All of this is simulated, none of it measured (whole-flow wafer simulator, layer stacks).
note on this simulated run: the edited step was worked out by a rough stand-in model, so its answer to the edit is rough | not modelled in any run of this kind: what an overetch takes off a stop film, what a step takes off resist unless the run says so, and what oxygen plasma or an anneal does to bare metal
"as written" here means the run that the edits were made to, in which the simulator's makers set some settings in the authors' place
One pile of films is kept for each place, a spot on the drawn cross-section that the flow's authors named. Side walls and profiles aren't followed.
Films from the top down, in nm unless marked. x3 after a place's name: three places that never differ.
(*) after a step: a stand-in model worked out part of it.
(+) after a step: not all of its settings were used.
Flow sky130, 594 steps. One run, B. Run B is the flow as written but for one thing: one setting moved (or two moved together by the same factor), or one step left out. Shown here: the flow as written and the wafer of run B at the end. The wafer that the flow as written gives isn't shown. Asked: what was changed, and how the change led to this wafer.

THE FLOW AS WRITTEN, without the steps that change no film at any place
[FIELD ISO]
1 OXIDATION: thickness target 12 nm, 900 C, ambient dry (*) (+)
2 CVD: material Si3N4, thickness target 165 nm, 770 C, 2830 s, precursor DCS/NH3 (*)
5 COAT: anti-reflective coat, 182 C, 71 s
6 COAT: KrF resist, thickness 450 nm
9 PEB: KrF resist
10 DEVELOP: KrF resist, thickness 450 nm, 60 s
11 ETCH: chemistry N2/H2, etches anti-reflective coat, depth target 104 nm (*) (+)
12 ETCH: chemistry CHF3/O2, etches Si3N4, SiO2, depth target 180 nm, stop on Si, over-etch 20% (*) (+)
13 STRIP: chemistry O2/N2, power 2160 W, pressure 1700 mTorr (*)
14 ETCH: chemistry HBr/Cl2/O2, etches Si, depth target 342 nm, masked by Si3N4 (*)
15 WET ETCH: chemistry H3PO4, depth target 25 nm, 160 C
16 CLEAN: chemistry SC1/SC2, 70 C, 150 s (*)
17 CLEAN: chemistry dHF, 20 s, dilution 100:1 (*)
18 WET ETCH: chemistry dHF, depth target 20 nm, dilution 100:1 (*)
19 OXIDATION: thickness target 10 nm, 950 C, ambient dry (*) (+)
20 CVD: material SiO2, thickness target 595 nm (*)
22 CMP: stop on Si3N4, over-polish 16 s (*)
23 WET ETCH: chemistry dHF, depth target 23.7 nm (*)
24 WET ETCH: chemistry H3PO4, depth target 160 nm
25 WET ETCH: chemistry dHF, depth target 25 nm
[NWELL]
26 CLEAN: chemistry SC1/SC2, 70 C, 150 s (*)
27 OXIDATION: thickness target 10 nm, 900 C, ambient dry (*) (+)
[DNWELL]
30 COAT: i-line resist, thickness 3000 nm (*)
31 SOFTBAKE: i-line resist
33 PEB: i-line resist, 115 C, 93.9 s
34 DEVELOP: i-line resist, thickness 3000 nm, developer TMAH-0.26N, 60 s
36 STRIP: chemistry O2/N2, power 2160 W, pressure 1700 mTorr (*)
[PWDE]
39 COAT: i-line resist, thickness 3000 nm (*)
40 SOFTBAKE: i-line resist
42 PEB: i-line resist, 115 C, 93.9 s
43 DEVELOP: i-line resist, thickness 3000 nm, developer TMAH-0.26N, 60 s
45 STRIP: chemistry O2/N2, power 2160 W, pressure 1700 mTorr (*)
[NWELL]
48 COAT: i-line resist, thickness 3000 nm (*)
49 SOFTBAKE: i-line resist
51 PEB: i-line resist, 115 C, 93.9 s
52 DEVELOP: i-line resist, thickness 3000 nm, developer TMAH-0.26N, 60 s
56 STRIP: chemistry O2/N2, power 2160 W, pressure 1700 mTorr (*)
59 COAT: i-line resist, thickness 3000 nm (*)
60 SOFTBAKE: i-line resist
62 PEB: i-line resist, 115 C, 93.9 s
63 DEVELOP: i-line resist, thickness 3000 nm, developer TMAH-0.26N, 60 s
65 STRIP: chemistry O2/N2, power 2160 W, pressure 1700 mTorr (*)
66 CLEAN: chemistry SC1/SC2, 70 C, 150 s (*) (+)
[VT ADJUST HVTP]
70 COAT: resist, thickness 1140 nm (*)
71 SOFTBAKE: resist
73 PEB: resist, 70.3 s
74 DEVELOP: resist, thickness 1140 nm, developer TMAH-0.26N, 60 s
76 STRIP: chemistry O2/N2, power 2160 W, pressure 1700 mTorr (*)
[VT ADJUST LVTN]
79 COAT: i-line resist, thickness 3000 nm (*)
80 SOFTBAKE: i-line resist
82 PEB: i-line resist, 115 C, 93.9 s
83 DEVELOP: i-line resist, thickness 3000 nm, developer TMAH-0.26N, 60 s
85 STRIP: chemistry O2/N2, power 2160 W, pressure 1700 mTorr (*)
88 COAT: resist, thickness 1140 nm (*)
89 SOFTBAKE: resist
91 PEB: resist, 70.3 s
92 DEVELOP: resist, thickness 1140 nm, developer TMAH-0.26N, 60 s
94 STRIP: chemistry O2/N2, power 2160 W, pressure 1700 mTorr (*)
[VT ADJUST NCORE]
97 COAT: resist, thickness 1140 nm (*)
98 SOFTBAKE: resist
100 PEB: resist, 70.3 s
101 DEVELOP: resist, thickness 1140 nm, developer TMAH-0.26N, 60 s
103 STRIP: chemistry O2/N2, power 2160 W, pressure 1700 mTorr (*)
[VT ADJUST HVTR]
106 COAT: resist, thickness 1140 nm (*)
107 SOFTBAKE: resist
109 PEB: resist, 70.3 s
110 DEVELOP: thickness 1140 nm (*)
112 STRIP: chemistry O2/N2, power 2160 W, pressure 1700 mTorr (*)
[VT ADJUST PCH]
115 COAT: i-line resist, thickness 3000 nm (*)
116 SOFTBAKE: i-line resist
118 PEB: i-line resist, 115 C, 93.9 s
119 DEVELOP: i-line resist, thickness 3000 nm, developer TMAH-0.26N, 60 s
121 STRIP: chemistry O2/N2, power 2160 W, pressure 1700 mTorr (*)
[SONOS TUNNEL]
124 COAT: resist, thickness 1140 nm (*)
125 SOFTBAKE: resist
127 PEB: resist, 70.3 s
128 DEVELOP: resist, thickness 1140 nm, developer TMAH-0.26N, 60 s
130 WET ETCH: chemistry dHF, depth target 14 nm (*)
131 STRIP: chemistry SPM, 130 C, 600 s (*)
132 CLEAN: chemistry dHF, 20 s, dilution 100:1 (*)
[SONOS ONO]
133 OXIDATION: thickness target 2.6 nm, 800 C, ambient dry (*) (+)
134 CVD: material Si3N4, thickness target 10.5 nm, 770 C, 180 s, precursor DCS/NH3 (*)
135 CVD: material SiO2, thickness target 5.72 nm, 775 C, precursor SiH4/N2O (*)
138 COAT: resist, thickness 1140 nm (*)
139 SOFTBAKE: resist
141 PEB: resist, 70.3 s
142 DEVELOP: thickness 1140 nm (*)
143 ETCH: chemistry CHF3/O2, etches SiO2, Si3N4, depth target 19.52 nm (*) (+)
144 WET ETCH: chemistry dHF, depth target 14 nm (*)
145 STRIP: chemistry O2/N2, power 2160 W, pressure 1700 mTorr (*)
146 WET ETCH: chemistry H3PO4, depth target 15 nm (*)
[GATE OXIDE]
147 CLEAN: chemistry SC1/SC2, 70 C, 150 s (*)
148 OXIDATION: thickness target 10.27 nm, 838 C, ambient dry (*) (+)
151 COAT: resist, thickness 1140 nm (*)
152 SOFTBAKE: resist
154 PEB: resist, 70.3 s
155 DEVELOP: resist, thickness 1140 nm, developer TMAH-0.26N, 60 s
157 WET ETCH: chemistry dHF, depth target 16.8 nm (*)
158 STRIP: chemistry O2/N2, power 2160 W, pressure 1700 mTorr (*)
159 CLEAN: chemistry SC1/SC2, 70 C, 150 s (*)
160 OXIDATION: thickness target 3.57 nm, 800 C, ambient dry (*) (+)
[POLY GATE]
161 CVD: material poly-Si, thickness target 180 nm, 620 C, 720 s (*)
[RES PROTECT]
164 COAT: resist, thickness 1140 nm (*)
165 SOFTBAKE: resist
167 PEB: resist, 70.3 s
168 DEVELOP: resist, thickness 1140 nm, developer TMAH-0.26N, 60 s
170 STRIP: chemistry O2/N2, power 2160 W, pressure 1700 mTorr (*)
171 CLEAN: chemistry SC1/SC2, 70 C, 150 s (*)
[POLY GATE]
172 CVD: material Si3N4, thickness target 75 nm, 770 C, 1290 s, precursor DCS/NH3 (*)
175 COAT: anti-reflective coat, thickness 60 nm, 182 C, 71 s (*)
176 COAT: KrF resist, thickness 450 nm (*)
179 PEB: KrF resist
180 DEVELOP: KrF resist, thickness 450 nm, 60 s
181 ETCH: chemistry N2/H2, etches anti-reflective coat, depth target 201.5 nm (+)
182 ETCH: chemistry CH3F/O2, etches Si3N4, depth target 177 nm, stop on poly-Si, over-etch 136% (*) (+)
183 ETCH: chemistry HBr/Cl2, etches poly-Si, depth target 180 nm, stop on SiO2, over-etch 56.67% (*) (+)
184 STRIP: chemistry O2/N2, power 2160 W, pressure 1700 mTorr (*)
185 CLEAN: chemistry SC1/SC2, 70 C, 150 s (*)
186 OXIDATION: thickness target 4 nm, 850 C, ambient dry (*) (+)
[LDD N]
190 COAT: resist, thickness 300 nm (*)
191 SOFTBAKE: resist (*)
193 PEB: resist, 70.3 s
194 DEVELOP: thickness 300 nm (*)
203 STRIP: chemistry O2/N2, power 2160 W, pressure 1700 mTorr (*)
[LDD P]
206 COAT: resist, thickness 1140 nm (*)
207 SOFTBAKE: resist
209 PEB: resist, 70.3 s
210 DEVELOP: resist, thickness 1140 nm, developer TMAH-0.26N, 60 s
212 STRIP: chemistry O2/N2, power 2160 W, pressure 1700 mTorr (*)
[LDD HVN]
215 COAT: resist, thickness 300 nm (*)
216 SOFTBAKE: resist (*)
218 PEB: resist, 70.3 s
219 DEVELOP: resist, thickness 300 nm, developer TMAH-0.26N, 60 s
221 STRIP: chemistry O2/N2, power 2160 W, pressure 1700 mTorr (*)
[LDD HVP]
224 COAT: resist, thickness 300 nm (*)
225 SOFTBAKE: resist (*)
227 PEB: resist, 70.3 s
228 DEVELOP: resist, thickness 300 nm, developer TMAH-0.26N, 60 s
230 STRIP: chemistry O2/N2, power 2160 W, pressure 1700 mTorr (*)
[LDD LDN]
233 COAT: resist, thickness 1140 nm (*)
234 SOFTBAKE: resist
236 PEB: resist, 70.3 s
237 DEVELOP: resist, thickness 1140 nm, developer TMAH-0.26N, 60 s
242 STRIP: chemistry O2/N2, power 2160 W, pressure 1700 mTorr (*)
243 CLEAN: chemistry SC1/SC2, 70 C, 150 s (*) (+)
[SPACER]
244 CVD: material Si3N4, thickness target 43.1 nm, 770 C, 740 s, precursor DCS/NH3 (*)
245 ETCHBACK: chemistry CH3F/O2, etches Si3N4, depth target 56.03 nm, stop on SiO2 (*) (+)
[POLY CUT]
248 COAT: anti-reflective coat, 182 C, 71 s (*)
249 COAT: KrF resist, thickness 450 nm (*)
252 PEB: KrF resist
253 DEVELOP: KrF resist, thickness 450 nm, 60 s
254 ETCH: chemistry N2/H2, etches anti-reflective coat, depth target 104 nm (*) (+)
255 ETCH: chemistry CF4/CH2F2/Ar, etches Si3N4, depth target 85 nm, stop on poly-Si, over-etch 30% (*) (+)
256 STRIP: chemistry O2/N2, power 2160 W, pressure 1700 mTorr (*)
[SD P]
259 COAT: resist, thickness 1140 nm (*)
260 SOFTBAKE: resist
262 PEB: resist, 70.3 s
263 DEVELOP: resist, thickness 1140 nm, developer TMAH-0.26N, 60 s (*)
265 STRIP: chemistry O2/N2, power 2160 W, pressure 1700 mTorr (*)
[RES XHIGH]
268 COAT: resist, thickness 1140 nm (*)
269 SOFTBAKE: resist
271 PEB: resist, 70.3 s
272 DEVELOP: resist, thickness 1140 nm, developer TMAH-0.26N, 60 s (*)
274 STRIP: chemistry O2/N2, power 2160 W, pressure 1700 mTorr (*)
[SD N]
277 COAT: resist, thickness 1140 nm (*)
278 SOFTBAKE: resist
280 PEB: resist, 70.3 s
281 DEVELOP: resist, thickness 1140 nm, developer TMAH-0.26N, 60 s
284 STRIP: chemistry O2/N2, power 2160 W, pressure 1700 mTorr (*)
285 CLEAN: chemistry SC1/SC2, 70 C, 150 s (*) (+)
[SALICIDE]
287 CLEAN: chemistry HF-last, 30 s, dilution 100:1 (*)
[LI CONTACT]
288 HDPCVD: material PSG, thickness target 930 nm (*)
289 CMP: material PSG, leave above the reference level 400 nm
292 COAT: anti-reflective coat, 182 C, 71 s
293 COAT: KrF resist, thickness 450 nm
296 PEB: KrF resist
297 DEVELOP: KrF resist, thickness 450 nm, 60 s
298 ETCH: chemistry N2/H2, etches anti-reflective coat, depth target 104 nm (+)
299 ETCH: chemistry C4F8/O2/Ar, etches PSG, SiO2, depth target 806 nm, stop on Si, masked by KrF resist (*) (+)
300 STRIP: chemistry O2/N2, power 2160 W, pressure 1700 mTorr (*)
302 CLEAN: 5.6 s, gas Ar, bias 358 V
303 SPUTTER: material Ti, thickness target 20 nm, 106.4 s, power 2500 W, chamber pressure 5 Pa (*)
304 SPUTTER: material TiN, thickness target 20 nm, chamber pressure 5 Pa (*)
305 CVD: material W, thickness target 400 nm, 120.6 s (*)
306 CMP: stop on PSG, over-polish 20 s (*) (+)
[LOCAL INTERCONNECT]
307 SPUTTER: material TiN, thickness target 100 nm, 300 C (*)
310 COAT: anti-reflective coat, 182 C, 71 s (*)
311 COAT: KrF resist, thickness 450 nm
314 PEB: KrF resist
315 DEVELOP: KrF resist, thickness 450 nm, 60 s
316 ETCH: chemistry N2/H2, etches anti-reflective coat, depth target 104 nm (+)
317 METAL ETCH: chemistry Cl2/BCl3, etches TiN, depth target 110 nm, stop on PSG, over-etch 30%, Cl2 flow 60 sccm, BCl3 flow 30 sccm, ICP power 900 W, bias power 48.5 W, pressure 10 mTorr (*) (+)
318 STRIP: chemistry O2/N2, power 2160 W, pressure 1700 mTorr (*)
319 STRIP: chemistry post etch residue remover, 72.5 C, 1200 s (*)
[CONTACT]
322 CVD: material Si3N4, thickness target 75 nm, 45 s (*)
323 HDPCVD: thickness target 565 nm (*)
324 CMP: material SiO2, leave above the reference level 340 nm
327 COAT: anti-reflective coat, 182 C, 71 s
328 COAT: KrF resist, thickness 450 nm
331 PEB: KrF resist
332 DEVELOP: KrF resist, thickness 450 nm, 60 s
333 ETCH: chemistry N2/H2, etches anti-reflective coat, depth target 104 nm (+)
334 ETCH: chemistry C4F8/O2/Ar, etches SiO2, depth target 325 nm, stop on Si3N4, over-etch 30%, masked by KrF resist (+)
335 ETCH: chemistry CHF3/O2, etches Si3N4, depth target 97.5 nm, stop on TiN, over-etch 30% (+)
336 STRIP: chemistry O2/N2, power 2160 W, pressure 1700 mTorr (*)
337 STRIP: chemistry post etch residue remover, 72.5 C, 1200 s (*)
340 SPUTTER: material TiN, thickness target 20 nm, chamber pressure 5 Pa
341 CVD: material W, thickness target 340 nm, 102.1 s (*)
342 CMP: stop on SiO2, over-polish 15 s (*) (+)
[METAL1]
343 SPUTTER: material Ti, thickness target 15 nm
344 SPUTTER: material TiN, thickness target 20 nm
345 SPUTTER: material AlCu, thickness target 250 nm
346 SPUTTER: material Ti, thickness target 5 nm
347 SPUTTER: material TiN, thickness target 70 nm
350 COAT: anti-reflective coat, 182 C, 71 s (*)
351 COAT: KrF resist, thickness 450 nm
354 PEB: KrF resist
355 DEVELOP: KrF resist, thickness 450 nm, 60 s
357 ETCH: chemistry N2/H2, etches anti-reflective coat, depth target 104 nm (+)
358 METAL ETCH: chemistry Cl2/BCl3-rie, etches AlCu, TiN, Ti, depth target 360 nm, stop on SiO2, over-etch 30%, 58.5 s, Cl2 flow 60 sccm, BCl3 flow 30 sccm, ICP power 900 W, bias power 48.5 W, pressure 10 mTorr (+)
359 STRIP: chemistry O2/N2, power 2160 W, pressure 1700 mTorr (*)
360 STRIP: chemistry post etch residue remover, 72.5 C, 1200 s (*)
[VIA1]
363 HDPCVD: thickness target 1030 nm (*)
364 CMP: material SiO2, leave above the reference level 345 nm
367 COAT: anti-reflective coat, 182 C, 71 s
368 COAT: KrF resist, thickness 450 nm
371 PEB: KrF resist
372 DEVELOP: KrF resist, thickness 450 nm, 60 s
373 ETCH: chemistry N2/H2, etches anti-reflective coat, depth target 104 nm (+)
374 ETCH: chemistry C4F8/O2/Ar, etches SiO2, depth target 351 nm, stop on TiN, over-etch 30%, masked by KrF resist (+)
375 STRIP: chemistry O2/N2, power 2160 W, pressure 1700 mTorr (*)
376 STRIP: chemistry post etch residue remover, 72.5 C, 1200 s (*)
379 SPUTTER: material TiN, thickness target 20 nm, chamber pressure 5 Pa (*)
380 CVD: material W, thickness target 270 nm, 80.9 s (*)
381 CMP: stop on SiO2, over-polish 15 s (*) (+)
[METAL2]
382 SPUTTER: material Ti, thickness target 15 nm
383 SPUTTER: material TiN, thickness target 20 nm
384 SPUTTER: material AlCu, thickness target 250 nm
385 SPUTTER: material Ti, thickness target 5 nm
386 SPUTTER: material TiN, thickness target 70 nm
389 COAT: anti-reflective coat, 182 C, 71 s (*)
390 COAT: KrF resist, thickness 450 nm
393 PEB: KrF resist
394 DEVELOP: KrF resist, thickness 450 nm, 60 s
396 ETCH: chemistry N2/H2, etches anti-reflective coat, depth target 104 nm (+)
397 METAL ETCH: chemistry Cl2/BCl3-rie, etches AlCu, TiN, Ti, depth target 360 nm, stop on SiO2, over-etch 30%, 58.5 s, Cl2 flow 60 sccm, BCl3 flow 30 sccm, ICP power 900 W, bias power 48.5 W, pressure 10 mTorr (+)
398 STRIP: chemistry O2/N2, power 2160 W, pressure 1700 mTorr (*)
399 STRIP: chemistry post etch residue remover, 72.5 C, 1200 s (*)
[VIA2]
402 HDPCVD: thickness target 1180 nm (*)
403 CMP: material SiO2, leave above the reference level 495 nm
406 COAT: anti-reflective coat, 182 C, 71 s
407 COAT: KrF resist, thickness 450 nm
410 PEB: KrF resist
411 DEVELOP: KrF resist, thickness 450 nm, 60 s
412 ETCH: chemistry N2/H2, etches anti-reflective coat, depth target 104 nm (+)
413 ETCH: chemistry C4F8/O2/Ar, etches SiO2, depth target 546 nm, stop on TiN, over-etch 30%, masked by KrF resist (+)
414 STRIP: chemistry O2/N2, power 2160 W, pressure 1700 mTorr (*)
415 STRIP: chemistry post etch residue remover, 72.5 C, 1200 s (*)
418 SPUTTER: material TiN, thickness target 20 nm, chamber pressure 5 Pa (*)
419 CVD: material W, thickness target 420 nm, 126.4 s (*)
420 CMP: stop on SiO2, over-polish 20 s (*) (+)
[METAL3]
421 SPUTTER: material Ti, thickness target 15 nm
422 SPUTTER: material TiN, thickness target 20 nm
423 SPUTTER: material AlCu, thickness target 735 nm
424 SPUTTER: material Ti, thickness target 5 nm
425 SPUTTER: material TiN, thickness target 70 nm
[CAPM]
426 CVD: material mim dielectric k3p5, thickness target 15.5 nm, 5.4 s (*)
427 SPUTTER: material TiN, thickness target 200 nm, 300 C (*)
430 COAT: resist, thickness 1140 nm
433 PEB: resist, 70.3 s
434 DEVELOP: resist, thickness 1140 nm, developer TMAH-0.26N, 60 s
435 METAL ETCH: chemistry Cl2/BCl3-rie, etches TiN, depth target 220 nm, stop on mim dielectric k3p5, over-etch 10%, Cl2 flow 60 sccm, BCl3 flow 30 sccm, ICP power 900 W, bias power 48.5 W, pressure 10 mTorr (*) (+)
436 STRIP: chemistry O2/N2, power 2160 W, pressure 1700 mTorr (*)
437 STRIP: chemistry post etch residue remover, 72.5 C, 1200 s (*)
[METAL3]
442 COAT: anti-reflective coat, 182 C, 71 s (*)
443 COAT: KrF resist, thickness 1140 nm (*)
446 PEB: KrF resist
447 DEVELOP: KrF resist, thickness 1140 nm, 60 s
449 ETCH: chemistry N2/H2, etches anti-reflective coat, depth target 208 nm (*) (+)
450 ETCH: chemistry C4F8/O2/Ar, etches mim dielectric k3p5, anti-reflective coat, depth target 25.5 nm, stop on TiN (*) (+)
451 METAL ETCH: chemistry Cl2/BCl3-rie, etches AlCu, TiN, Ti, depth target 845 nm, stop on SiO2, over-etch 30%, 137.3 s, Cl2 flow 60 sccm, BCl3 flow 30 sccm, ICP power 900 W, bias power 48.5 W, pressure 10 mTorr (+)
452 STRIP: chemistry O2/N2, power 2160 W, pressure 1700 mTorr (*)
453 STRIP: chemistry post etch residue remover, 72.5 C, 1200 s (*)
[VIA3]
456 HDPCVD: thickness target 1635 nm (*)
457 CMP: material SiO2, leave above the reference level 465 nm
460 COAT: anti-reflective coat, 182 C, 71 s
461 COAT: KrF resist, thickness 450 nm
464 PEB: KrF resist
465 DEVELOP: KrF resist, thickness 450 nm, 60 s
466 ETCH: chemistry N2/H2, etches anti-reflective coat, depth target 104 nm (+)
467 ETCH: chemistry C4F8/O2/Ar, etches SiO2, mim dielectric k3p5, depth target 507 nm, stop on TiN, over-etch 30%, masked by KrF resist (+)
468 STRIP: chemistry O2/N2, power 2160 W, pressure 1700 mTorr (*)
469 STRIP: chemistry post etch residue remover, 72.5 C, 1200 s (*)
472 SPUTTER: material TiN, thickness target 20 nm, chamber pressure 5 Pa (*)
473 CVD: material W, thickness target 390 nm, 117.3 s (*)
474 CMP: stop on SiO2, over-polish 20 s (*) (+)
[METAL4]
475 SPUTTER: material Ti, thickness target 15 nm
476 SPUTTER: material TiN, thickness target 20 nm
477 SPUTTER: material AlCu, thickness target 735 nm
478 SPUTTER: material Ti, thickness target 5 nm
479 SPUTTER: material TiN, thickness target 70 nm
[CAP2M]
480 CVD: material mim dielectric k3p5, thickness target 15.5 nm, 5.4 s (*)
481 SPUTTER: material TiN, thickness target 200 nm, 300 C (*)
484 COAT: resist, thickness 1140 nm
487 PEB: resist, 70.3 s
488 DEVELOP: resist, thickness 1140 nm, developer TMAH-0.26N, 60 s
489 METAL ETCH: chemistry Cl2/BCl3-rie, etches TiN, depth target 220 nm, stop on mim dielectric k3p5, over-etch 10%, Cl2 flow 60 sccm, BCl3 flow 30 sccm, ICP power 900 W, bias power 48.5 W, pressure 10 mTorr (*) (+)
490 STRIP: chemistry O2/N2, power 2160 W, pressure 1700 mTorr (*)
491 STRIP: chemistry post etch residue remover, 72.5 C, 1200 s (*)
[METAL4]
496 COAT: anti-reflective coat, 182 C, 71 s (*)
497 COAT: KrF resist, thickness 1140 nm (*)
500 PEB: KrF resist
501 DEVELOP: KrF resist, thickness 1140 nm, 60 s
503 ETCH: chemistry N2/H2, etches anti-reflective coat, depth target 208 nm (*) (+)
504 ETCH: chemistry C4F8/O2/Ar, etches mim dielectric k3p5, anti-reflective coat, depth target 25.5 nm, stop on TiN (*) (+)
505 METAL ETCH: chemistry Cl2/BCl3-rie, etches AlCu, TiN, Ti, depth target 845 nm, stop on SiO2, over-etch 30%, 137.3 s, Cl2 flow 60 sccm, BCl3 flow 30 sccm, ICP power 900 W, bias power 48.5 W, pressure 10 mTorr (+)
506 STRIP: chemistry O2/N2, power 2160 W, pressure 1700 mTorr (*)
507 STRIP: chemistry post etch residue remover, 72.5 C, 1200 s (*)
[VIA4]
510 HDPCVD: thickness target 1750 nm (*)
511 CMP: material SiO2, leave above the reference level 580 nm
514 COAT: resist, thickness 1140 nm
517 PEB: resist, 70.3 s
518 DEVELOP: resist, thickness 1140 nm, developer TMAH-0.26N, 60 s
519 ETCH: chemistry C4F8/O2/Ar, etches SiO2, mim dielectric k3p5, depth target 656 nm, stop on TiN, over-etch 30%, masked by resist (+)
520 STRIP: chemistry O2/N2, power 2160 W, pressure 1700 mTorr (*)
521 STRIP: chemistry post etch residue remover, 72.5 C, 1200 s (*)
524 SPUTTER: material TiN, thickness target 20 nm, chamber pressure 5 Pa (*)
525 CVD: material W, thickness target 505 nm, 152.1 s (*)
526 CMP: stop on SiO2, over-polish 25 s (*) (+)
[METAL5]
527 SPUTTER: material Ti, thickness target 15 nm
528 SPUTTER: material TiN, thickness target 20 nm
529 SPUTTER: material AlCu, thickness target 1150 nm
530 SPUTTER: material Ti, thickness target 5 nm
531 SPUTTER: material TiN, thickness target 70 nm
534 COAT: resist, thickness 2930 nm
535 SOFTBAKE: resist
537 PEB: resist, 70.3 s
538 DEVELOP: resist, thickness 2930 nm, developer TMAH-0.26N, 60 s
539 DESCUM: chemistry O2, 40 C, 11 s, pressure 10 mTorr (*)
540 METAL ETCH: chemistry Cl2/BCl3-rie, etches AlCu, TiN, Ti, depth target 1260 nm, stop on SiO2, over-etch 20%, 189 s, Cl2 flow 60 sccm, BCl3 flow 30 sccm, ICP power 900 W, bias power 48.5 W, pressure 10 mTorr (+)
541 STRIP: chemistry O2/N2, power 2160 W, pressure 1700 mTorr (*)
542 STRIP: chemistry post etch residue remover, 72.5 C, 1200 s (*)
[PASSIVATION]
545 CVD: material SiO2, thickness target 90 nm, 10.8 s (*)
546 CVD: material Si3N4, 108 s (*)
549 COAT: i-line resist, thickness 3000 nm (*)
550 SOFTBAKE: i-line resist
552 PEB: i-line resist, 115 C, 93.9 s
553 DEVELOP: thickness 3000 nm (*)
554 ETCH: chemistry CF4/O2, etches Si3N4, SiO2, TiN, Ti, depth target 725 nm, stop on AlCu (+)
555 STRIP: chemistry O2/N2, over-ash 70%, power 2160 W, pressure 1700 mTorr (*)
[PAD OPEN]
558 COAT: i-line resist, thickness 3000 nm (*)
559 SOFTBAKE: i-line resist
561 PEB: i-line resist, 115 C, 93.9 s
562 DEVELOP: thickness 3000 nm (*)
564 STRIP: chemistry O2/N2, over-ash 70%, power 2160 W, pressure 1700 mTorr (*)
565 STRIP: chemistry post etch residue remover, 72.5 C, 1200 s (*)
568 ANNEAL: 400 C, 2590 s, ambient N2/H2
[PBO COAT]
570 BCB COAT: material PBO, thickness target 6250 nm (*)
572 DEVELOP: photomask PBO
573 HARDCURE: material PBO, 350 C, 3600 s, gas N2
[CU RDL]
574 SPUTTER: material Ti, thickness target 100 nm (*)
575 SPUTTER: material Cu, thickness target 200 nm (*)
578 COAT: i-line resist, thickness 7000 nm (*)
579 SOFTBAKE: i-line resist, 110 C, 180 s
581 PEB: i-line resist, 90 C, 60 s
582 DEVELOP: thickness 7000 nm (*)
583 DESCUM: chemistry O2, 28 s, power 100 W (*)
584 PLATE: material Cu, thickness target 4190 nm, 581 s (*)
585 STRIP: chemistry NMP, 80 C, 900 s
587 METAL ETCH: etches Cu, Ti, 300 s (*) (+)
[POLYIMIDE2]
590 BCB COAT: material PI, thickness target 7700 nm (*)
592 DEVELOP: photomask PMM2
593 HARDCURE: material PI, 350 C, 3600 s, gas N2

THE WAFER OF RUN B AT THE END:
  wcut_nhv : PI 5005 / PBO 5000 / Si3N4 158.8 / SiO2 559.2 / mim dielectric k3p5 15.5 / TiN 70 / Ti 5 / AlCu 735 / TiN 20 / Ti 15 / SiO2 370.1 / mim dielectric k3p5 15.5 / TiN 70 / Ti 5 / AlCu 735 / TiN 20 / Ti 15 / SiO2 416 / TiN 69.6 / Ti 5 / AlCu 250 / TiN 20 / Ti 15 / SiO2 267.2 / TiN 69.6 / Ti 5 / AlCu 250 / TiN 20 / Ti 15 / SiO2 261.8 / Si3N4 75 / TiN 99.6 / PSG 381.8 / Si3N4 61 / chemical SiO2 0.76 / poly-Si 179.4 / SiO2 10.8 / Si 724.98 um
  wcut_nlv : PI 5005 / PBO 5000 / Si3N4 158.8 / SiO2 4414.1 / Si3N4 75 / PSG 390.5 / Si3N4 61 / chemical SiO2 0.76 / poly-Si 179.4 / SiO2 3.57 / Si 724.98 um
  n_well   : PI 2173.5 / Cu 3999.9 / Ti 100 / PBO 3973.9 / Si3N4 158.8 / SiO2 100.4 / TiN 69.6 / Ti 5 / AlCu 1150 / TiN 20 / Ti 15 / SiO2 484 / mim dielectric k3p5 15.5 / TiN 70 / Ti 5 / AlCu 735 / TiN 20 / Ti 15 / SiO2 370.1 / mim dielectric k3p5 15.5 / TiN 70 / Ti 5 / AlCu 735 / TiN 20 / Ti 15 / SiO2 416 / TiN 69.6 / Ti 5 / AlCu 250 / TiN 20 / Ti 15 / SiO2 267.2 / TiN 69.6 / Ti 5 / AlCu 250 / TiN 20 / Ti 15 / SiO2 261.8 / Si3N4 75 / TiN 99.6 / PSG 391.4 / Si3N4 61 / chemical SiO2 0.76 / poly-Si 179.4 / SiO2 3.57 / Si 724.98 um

The cause: step 545, CVD: thickness target 72 nm was run, where the flow has thickness target 90 nm; step 545, CVD: 8.64 s was run, where the flow has 10.8 s.

How the change led to this, step by step:
  545 CVD: material SiO2, thickness target 90 nm, 10.8 s (*)
      field, active, gate and 175 more: SiO2 +100.4 (as written it would be: SiO2 +125.2)
      n_well, p_well, sd_n and 12 more: SiO2 +100.4 (new film) (as written it would be: SiO2 +125.2 (new film))
  550 SOFTBAKE: i-line resist
      gate_p_lvt, iso_guard_hv_nw: i-line resist +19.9 (as written it would be: i-line resist +20.6)
      spacer: i-line resist -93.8 (as written it would be: i-line resist -97.5)
      (and at 39 more places)
  554 ETCH: chemistry CF4/O2, etches Si3N4, SiO2, TiN, Ti, depth target 725 nm, stop on AlCu (+)
      field, active, n_well and 189 more: i-line resist -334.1 (as written it would be: i-line resist -358.9)
      pad: Si3N4 -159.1 (all of it), SiO2 -100.4 (all of it), TiN -69.6 (all of it), Ti -5 (all of it) (as written it would be: Si3N4 -159.1 (all of it), SiO2 -125.2 (all of it), TiN -69.6 (all of it), Ti -5 (all of it))
  559 SOFTBAKE: i-line resist
      gate_p_lvt, iso_guard_hv_nw: i-line resist +19.9 (as written it would be: i-line resist +20.6)
      nwell_res: i-line resist -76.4 (as written it would be: i-line resist -78.3)
      (and at 42 more places)
  578 COAT: i-line resist, thickness 7000 nm (*)
      pad: i-line resist +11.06 um (new film) (as written it would be: i-line resist +11.08 um (new film))
  582 DEVELOP: thickness 7000 nm (*)
      pad: i-line resist -11.06 um (all of it) (as written it would be: i-line resist -11.08 um (all of it))
